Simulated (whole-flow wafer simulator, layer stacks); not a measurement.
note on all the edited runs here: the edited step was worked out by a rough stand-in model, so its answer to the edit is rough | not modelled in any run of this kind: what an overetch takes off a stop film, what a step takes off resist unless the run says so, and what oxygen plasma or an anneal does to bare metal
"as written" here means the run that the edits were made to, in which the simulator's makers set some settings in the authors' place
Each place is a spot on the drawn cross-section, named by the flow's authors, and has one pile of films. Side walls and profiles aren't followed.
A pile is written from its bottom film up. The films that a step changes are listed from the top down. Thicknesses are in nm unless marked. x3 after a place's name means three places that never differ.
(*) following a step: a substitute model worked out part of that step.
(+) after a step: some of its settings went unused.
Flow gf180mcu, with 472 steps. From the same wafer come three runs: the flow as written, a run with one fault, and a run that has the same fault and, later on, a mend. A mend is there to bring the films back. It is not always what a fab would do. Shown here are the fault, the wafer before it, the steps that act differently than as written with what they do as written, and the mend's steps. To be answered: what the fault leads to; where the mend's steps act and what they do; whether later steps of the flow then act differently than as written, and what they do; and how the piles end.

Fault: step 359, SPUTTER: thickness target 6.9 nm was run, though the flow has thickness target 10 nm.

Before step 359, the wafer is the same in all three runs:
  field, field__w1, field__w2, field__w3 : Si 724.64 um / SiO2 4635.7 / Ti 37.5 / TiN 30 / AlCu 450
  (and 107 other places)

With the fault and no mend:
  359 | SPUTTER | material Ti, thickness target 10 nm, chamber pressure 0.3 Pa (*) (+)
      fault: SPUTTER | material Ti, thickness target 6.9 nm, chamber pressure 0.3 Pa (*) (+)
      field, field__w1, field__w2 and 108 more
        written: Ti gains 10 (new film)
        fault: Ti gains 6.9 (new film)
  Steps further on in the flow that do not act as written (5 other steps are not shown; they differ only slightly, by no more than 2% or 0.5 nm, whichever is larger):
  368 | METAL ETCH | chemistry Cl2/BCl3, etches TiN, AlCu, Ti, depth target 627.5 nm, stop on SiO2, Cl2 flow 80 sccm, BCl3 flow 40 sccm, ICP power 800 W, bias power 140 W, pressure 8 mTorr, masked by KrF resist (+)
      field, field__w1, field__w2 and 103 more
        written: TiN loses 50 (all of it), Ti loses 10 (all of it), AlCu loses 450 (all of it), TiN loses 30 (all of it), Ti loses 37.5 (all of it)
        fault: TiN loses 50 (all of it), Ti loses 6.9 (all of it), AlCu loses 450 (all of it), TiN loses 30 (all of it), Ti loses 37.5 (all of it)
  At field__w8, contact, m1, m1__w1, m1_nw, the piles at the end differ from the flow's by more than 2% or 0.5 nm, whichever is larger.
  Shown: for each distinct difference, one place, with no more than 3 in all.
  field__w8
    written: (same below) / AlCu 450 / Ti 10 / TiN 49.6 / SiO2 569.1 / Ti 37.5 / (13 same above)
    fault: (same below) / AlCu 450 / Ti 6.9 / TiN 49.6 / SiO2 572.2 / Ti 37.5 / (13 same above)
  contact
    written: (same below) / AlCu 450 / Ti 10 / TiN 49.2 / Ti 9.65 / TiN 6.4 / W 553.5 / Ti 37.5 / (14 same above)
    fault: (same below) / AlCu 450 / Ti 6.9 / TiN 49.2 / Ti 9.64 / TiN 6.39 / W 556.6 / Ti 37.5 / (14 same above)

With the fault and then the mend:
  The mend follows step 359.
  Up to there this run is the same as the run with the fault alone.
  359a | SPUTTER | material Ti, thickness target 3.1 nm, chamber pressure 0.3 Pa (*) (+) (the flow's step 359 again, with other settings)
      field, field__w1, field__w2 and 108 more
        Ti gains 3.1
  Later steps of the flow that are run all act as written at every place that is followed.
  The piles end the same as the flow's at every place that both follow.
